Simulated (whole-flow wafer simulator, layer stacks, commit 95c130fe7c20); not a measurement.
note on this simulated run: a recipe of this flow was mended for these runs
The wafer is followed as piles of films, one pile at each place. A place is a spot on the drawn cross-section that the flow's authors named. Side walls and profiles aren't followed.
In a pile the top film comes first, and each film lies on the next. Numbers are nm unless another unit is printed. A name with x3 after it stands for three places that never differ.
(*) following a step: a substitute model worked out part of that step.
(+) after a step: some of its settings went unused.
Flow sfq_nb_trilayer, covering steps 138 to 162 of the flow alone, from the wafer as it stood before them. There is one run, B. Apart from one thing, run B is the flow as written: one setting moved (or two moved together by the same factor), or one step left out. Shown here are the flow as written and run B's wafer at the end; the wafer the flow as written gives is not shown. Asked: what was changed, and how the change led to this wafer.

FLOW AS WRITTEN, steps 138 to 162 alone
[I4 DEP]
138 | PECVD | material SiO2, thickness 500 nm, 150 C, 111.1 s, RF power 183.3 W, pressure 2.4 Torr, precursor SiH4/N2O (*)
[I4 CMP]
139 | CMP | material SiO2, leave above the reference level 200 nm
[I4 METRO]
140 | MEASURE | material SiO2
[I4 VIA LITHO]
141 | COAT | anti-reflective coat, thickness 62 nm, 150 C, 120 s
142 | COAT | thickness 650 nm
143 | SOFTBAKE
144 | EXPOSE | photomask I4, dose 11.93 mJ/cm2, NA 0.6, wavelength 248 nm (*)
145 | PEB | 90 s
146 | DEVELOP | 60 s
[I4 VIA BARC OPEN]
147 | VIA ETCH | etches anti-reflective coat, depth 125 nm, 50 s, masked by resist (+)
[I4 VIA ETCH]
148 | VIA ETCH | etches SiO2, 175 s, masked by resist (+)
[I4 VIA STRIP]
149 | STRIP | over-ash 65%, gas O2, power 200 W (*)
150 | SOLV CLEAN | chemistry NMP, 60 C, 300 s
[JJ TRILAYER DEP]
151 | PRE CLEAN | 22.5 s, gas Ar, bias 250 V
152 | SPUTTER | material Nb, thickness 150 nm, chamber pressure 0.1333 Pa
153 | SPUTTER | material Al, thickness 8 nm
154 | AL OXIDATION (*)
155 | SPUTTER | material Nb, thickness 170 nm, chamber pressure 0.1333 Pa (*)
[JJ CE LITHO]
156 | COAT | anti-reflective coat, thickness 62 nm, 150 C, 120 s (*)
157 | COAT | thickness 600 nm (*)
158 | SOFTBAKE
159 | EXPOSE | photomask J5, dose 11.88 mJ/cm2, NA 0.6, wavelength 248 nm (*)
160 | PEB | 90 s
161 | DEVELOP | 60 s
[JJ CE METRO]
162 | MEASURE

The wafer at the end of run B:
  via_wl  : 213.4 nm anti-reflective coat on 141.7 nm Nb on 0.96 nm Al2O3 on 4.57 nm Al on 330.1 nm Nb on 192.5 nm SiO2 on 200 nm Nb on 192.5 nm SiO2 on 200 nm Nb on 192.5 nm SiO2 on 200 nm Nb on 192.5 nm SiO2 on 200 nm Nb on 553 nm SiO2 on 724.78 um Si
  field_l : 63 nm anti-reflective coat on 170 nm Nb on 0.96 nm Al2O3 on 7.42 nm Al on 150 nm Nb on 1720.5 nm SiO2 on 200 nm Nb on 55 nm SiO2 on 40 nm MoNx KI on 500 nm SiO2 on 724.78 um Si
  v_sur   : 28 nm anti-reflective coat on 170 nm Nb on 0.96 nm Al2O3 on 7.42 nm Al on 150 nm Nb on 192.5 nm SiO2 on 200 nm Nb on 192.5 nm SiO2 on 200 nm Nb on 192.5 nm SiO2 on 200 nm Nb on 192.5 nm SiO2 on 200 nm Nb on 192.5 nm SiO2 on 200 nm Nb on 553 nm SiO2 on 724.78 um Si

What caused this: step 148, VIA ETCH: 130 s was run, while the flow as written has 175 s.

How this came from the change, step by step:
  148 | VIA ETCH | etches SiO2, 175 s, masked by resist (+)
      via_wl, via_w, via_wr: SiO2 loses 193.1 (it would be, as written: SiO2 loses 199.7 (all of it), Nb loses 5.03)
      field_l, v_sur, via_sp and 100 more: KrF-resist-other-grade loses 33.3 (it would be, as written: KrF-resist-other-grade loses 44.8)
  149 | STRIP | over-ash 65%, gas O2, power 200 W (*)
      field_l, v_sur, via_sp and 100 more: KrF-resist-other-grade loses 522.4 (all of it), anti-reflective coat loses 62 (all of it) (it would be, as written: KrF-resist-other-grade loses 510.8 (all of it), anti-reflective coat loses 62 (all of it))
  151 | PRE CLEAN | 22.5 s, gas Ar, bias 250 V
      via_wl, via_w, via_wr: SiO2 loses 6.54 (all of it), Nb loses 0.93 (it would be, as written: Nb loses 6.45)
  156 | COAT | anti-reflective coat, thickness 62 nm, 150 C, 120 s (*)
      via_wl, via_wr: anti-reflective coat gains 213.4 (new film) (it would be, as written: anti-reflective coat gains 224.3 (new film))
